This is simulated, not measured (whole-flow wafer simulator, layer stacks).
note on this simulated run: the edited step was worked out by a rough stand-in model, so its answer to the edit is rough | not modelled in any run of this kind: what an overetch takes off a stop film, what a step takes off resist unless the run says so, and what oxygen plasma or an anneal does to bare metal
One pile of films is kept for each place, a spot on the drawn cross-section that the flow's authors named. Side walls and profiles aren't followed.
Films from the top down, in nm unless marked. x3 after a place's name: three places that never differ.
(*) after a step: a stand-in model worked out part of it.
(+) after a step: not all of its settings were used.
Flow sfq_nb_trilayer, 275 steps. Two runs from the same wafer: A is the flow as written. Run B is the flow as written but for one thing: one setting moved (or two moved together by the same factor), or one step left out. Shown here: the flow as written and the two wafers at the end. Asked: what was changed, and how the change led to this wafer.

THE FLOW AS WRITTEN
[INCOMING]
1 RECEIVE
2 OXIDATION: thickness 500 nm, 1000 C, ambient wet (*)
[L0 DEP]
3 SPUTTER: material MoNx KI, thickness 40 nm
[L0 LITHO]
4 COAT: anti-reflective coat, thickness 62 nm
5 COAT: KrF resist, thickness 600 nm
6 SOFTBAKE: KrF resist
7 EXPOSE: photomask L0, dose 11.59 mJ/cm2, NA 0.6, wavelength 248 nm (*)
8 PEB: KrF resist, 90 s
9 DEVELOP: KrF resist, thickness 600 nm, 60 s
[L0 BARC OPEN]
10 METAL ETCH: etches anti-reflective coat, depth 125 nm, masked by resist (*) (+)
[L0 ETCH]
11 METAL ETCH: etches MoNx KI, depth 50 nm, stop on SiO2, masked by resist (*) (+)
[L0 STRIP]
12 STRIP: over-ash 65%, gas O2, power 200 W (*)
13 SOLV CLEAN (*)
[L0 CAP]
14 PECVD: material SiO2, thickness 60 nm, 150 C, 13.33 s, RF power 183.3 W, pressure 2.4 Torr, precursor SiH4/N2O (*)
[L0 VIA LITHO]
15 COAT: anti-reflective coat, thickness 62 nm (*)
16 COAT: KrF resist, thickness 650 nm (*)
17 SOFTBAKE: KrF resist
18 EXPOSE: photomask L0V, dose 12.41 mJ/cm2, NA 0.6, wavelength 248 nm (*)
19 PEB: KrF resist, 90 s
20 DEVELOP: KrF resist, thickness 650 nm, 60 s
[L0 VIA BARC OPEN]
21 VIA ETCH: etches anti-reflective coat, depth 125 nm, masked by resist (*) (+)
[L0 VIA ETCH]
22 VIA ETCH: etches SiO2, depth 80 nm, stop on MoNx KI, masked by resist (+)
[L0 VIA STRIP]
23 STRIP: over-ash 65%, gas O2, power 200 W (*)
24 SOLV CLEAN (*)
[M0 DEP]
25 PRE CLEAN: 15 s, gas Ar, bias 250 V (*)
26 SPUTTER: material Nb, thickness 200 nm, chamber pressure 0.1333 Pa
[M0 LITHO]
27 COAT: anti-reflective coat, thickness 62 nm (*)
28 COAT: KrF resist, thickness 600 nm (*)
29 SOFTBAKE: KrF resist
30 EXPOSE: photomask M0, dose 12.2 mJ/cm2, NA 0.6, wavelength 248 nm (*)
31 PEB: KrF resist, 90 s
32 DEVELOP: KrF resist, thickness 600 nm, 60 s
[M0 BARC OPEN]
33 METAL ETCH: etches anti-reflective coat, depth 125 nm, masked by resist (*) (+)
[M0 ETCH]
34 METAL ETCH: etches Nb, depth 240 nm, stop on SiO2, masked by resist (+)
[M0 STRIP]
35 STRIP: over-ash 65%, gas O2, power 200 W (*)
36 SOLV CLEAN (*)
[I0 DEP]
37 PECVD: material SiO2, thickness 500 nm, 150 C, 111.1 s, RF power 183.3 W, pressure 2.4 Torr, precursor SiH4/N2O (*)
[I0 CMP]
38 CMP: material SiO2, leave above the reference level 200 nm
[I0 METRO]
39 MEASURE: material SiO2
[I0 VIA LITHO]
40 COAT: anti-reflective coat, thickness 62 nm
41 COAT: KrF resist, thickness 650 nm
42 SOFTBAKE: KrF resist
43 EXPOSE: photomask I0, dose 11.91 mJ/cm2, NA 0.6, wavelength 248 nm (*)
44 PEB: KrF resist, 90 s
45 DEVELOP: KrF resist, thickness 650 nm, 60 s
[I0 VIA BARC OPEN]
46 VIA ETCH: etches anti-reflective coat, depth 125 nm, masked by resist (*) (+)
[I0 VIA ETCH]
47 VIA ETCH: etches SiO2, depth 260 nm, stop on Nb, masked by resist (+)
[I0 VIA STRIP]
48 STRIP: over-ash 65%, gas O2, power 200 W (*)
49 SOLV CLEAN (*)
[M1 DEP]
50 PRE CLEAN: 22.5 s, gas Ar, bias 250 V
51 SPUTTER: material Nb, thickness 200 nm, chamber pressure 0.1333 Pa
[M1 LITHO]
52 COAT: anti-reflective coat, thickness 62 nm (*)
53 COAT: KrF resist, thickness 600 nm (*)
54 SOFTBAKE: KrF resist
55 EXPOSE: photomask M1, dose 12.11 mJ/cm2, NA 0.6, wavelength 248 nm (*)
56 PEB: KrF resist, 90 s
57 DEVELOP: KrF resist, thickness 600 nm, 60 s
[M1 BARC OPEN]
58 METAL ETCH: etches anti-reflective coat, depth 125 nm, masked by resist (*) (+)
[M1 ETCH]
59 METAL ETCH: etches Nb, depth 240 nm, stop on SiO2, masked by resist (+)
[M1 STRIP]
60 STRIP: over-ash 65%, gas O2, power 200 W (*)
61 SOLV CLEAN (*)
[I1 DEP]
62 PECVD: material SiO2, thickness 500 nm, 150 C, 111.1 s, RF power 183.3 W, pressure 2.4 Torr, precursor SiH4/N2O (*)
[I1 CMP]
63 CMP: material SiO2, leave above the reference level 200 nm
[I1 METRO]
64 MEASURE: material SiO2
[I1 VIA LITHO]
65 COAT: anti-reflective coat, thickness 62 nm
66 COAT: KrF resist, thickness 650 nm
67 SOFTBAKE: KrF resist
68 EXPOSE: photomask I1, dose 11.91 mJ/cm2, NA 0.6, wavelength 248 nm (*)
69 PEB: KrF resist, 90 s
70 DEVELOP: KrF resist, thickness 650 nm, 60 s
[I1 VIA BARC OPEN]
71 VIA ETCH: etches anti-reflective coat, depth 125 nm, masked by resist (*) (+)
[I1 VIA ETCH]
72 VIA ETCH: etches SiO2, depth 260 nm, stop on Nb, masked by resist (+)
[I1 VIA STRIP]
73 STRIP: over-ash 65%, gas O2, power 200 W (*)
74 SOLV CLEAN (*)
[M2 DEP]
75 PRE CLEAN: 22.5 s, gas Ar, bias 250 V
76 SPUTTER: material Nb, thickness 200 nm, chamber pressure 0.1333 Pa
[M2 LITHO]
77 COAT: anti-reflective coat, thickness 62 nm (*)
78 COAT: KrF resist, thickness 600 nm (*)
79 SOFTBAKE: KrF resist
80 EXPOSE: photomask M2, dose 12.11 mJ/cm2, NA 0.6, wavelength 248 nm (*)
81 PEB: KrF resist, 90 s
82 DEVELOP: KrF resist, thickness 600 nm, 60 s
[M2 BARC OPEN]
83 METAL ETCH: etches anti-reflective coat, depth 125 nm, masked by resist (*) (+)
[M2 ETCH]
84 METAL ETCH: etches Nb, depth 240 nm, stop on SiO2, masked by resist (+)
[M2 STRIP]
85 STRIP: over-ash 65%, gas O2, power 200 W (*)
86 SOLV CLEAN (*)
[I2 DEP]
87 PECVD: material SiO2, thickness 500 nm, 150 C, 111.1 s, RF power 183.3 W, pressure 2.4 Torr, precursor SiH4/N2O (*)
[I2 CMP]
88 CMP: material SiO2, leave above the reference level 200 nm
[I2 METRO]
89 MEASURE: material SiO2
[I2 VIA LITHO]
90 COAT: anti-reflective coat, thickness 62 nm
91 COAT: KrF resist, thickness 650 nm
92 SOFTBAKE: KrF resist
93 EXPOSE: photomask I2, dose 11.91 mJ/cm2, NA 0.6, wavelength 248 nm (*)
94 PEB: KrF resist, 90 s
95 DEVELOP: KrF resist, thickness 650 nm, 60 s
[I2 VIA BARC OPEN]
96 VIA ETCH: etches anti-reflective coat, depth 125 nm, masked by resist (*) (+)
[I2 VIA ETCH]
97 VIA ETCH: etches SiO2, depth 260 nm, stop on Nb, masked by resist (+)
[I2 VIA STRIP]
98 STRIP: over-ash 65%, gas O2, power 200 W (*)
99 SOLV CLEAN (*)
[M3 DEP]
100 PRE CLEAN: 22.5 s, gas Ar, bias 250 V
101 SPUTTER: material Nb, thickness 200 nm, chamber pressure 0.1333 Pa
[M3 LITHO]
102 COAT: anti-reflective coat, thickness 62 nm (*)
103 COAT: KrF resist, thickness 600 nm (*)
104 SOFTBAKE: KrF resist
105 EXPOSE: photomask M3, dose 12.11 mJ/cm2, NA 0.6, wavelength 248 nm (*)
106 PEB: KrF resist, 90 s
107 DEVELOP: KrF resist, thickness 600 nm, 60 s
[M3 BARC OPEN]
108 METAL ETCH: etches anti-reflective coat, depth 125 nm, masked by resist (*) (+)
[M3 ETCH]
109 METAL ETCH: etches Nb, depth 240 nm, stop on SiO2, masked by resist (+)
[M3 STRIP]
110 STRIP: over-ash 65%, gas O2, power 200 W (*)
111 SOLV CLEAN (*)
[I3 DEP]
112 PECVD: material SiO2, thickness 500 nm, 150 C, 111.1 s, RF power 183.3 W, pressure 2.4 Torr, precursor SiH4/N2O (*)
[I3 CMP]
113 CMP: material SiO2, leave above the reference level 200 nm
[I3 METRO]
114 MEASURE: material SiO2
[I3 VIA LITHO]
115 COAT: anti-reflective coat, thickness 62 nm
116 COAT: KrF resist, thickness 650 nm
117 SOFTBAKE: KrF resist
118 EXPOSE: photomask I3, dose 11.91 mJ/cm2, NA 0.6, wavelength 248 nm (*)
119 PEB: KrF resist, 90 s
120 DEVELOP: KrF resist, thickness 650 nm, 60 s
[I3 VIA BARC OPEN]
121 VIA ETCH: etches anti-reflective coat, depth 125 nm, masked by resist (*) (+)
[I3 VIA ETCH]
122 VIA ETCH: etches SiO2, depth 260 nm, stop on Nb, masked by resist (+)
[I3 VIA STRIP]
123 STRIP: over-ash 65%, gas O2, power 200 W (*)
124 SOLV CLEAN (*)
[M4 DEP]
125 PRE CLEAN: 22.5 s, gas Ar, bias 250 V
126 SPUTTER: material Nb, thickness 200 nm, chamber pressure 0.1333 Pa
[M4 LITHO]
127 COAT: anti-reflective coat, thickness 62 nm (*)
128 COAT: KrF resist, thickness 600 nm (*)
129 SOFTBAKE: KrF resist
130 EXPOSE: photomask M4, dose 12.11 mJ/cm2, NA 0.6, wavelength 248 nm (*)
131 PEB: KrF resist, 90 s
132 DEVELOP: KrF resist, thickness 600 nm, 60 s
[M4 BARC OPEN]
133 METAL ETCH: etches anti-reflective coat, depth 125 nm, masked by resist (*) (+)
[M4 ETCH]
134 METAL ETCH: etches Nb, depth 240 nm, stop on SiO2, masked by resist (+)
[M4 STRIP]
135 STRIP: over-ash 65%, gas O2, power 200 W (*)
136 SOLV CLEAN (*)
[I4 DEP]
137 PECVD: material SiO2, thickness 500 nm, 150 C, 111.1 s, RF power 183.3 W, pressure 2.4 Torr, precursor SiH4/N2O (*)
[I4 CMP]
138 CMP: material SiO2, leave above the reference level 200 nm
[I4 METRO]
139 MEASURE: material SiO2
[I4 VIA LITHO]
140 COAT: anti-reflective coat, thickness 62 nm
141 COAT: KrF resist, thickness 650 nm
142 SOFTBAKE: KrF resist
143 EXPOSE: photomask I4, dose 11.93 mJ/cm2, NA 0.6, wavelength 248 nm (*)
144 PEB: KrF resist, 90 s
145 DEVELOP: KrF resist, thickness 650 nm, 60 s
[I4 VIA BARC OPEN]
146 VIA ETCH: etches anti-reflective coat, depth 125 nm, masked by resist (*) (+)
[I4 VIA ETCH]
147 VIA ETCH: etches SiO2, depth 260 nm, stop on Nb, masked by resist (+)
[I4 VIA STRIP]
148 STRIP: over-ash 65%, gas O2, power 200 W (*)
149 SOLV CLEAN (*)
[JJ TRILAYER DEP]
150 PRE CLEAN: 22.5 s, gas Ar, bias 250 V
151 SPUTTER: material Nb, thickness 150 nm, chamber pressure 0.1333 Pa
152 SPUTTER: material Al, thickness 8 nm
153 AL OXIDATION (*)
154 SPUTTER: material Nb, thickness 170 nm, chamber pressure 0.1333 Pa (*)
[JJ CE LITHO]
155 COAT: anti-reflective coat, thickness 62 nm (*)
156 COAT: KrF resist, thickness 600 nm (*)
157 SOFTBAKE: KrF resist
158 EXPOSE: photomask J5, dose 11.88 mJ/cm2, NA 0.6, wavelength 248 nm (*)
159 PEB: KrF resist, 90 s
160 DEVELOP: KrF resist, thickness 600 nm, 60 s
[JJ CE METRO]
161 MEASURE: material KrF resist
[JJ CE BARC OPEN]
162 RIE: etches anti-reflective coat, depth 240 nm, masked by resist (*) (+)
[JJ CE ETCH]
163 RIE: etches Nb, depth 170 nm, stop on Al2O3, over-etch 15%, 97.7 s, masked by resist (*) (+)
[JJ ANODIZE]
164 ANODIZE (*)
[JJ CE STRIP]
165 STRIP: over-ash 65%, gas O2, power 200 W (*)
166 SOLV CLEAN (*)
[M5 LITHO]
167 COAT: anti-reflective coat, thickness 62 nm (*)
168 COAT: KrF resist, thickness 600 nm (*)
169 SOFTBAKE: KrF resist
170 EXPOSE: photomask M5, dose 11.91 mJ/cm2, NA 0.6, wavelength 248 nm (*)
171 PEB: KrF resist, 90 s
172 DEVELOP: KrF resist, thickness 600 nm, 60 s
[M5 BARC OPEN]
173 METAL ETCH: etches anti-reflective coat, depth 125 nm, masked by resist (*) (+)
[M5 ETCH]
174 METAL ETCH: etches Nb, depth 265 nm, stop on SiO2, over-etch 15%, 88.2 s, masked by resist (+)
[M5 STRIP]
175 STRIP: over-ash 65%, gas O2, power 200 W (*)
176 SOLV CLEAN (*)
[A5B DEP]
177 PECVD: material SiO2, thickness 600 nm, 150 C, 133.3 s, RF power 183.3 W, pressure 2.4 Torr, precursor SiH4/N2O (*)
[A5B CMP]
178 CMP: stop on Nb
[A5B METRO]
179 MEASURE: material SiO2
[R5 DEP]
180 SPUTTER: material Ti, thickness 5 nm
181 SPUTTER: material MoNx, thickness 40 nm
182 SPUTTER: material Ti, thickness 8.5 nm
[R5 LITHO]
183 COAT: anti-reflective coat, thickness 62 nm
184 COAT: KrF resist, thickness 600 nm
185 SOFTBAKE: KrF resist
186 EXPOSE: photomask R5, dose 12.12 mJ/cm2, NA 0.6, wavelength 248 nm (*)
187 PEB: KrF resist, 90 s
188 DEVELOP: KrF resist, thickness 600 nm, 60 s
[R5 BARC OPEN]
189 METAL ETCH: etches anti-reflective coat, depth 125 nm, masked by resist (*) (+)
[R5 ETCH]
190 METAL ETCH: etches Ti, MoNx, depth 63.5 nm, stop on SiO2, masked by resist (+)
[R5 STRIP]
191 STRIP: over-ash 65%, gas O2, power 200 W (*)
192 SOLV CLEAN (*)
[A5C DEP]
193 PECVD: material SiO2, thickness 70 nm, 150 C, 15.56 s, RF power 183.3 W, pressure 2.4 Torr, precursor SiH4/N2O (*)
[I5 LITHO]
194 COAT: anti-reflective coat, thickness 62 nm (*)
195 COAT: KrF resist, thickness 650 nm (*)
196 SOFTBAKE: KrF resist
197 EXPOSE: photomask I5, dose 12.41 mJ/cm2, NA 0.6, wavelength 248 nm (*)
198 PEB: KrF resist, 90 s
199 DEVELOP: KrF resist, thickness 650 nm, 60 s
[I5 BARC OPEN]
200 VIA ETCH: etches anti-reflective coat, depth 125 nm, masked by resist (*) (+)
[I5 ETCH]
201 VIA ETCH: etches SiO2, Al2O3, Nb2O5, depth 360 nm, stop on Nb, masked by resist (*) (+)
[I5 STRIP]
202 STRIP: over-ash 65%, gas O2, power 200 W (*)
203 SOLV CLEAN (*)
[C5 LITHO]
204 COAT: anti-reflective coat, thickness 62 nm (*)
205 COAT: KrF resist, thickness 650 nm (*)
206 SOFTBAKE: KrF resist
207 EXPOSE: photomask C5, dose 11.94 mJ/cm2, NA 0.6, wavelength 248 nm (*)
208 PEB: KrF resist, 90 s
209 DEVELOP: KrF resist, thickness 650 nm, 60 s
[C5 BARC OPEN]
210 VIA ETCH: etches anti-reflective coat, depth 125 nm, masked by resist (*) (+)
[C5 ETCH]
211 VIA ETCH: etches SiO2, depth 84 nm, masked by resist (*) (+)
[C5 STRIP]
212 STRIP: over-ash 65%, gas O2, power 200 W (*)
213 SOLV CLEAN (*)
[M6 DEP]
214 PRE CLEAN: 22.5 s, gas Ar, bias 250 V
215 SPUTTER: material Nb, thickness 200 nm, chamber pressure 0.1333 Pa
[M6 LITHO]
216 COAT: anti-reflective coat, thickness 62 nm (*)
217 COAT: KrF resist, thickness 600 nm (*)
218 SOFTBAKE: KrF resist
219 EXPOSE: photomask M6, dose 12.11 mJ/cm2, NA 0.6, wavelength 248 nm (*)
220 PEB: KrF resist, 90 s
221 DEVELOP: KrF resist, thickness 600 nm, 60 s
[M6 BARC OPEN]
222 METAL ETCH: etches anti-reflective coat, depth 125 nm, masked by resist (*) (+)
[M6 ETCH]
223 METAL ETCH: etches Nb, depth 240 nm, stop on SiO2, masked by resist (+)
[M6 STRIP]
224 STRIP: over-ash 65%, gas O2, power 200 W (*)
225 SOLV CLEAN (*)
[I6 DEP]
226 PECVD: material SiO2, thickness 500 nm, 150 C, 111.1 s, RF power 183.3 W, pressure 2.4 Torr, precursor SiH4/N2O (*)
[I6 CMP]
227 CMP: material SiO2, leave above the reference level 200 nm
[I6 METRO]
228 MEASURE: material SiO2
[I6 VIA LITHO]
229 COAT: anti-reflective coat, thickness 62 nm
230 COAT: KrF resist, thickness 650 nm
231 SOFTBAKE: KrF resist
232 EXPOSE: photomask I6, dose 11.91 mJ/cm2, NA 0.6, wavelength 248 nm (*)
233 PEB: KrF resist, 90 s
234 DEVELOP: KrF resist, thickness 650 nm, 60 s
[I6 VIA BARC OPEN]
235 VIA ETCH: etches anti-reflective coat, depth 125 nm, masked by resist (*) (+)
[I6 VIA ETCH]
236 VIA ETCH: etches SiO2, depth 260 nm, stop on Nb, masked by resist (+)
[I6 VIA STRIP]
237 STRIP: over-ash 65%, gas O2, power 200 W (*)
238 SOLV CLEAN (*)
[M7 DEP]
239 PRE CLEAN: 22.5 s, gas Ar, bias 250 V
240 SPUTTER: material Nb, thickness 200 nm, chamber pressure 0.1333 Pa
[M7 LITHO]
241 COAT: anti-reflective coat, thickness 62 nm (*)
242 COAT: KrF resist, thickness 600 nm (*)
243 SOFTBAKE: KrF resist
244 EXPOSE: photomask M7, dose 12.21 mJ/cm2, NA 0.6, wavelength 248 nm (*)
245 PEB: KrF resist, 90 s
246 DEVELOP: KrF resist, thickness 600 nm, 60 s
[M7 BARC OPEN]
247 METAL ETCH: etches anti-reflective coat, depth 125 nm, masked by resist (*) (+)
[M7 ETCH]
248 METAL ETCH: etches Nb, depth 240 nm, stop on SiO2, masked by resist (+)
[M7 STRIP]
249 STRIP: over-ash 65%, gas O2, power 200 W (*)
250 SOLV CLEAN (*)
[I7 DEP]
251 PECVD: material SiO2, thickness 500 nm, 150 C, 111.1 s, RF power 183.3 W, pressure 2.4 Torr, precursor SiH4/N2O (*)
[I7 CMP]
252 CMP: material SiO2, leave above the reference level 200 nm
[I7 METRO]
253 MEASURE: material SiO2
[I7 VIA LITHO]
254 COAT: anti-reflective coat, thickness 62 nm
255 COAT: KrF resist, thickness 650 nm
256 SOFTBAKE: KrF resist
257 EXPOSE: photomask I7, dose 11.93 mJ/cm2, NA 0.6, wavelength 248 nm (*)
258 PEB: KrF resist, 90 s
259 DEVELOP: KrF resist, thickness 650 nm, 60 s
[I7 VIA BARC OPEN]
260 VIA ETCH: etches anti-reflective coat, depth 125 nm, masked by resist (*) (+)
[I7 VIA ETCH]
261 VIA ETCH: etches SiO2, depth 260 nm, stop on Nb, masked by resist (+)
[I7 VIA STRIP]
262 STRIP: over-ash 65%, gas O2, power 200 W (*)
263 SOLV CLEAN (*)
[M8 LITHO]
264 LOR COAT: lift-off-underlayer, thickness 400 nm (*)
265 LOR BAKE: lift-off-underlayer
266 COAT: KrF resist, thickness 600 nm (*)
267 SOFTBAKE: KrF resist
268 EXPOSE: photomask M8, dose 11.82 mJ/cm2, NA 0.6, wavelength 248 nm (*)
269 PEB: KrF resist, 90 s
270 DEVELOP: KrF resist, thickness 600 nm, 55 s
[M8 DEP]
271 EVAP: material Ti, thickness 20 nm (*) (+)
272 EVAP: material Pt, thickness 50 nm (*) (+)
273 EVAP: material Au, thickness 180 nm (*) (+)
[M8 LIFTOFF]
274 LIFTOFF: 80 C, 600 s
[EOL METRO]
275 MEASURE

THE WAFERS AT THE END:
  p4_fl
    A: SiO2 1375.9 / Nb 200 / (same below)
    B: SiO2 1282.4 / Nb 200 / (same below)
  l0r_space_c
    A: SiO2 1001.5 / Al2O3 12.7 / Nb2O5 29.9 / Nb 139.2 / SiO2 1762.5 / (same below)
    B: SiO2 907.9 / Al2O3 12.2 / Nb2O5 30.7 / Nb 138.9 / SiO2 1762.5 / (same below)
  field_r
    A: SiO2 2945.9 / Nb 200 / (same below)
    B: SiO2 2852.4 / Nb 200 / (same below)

The cause: step 154, SPUTTER: thickness 76.5 nm was run, where the flow has thickness 170 nm.

How the change led to this, step by step:
  154 SPUTTER: material Nb, thickness 170 nm, chamber pressure 0.1333 Pa (*)
      field_l, v_sur, via_sp and 100 more: A Nb +170 (new film) | B Nb +76.5 (new film)
      via_wl, via_wr: A Nb +140.7 (new film) | B Nb +46.7 (new film)
      (and at 1 more place)
  155 COAT: anti-reflective coat, thickness 62 nm (*)
      via_wl, via_wr: A anti-reflective coat +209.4 (new film) | B anti-reflective coat +222.1 (new film)
  156 COAT: KrF resist, thickness 600 nm (*)
      via_w: A KrF resist +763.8 (new film) | B KrF resist +747.9 (new film)
  160 DEVELOP: KrF resist, thickness 600 nm, 60 s
      via_w: A KrF resist -762.1 (all of it) | B KrF resist -746.3 (all of it)
  162 RIE: etches anti-reflective coat, depth 240 nm, masked by resist (*) (+)
      ce_l, c5j, ce_r, wl_jj: A KrF resist -209.4 | B KrF resist -222.1
      via_wl, via_wr: A anti-reflective coat -209.4 (all of it) | B anti-reflective coat -222.1 (all of it)
  163 RIE: etches Nb, depth 170 nm, stop on Al2O3, over-etch 15%, 97.7 s, masked by resist (*) (+)
      field_l, v_sur, via_sp and 96 more: A Nb -170 (all of it), Al2O3 -0.51 | B Nb -76.5 (all of it), Al2O3 -0.96 (all of it)
      via_wl, via_wr: A Nb -140.7 (all of it), Al2O3 -0.96 (all of it) | B Nb -46.7 (all of it), Al2O3 -0.96 (all of it)
      (and at 1 more place)
  164 ANODIZE (*)
      field_l, v_sur, via_sp and 96 more: A Al2O3 +12.2, Nb2O5 +29.9 (new film), Al -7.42 (all of it), Nb -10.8 | B Al2O3 +12.2 (new film), Nb2O5 +30.7 (new film), Al -7.42 (all of it), Nb -11.1
  165 STRIP: over-ash 65%, gas O2, power 200 W (*)
      ce_l: A KrF resist -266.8 (all of it), anti-reflective coat -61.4 (all of it) | B KrF resist -254.2 (all of it), anti-reflective coat -61.5 (all of it)
      c5j: A KrF resist -266.9 (all of it), anti-reflective coat -61.5 (all of it) | B KrF resist -254.2 (all of it), anti-reflective coat -61.5 (all of it)
      (and at 2 more places)
  167 COAT: anti-reflective coat, thickness 62 nm (*)
      wl_j_sl, wl_j_sr: A anti-reflective coat +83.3 (new film) | B anti-reflective coat +71.1 (new film)
      gap: A anti-reflective coat +58.9 (new film) | B anti-reflective coat +61.3 (new film)
      (and at 8 more places)
  168 COAT: KrF resist, thickness 600 nm (*)
      ce_l: A KrF resist +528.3 (new film) | B KrF resist +578.1 (new film)
      c5j: A KrF resist +507.6 (new film) | B KrF resist +567.4 (new film)
      (and at 2 more places)
  173 METAL ETCH: etches anti-reflective coat, depth 125 nm, masked by resist (*) (+)
      wl_a_sl: A anti-reflective coat -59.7 (all of it), Al2O3 -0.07 | B anti-reflective coat -62 (all of it)
  174 METAL ETCH: etches Nb, depth 265 nm, stop on SiO2, over-etch 15%, 88.2 s, masked by resist (+)
      field_l, r_sur, res and 50 more: A Al2O3 -12.6 (all of it), Nb2O5 -29.9 (all of it), Nb -139.2 (all of it), SiO2 -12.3 | B Al2O3 -12.2 (all of it), Nb2O5 -30.7 (all of it), Nb -138.9 (all of it), SiO2 -12.3
  175 STRIP: over-ash 65%, gas O2, power 200 W (*)
      wl_j_sl, wl_j_sr: A KrF resist -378 (all of it), anti-reflective coat -83.3 (all of it) | B KrF resist -371.5 (all of it), anti-reflective coat -71.1 (all of it)
      gap: A KrF resist -383.4 (all of it), anti-reflective coat -58.9 (all of it) | B KrF resist -373.1 (all of it), anti-reflective coat -61.3 (all of it)
      (and at 7 more places)
  178 CMP: stop on Nb
      v_sur, via_sp, via_v and 43 more: A SiO2 -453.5 | B SiO2 -547.1
      field_l, p4_fl, p4_fm and 39 more: A SiO2 -259.3 | B SiO2 -352.8
      (and at 14 more places)
  201 VIA ETCH: etches SiO2, Al2O3, Nb2O5, depth 360 nm, stop on Nb, masked by resist (*) (+)
      be: A SiO2 -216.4 (all of it), Al2O3 -12.7 (all of it), Nb2O5 -29.9 (all of it) | B SiO2 -122.8 (all of it), Al2O3 -12.2 (all of it), Nb2O5 -30.7 (all of it)
  204 COAT: anti-reflective coat, thickness 62 nm (*)
      wire: A anti-reflective coat +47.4 (new film) | B anti-reflective coat +50.1 (new film)
      be: A anti-reflective coat +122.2 (new film) | B anti-reflective coat +108.4 (new film)
      (and at 1 more place)
  ... 7 more steps ...
  227 CMP: material SiO2, leave above the reference level 200 nm
      be: A SiO2 -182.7 | B SiO2 -157.1
